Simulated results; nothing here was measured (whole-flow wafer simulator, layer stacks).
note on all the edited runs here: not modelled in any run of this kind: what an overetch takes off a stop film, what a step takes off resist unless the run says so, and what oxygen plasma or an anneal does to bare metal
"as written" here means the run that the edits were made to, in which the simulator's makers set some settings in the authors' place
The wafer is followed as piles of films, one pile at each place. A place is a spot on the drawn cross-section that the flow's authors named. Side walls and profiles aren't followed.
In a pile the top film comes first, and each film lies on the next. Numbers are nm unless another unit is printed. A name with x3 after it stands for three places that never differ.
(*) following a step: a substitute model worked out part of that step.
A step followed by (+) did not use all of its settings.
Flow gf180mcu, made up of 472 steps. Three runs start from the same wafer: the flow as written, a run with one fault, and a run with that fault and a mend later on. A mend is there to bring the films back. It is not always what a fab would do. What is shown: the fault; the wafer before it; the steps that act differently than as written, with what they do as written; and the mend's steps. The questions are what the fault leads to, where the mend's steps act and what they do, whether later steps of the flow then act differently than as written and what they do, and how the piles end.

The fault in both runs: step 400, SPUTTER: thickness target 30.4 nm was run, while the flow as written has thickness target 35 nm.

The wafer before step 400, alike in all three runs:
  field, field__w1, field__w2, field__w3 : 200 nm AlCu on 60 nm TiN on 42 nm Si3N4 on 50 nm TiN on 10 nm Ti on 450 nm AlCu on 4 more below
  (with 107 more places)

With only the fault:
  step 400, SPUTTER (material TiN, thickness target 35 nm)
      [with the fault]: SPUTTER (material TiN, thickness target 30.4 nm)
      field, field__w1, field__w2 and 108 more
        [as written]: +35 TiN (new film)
        [with the fault]: +30.4 TiN (new film)
  Steps further on in the flow that do not act as written (10 more steps, not shown, differ only slightly: by at most 2% or 0.5 nm, whichever is larger):
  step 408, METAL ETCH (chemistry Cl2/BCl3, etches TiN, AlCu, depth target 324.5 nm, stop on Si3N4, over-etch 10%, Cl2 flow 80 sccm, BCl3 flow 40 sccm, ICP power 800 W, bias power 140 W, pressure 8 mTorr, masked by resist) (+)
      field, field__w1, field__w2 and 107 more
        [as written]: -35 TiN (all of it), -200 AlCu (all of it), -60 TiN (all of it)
        [with the fault]: -30.4 TiN (all of it), -200 AlCu (all of it), -60 TiN (all of it)
  The piles end different from the flow's at mim by more than 2% or 0.5 nm, whichever is larger.
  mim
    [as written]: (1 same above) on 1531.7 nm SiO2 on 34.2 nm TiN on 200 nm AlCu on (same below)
    [with the fault]: (1 same above) on 1531.7 nm SiO2 on 29.6 nm TiN on 200 nm AlCu on (same below)

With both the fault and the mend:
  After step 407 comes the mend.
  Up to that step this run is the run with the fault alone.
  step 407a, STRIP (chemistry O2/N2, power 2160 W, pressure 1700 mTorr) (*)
      mim
        -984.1 resist (all of it)
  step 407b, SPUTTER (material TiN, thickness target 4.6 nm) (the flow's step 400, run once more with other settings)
      field, field__w1, field__w2 and 108 more
        +4.6 TiN
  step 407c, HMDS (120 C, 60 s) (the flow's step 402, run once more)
      leaves every film unchanged at each place that is followed
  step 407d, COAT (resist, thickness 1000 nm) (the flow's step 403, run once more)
      field, field__w1, field__w2 and 108 more
        +1000 resist (new film)
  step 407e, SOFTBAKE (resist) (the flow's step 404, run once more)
      leaves every film unchanged at each place that is followed
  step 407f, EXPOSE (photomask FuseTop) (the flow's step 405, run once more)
      leaves every film unchanged at each place that is followed
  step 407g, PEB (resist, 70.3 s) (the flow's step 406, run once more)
      field, field__w1, field__w2 and 108 more
        -15.9 resist
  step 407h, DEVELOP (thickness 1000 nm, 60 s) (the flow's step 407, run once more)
      field, field__w1, field__w2 and 107 more
        -984.1 resist (all of it)
  Later steps of the flow that are run all act as written at every place that is followed.
  By the end, the piles equal the flow's at every place that both follow.
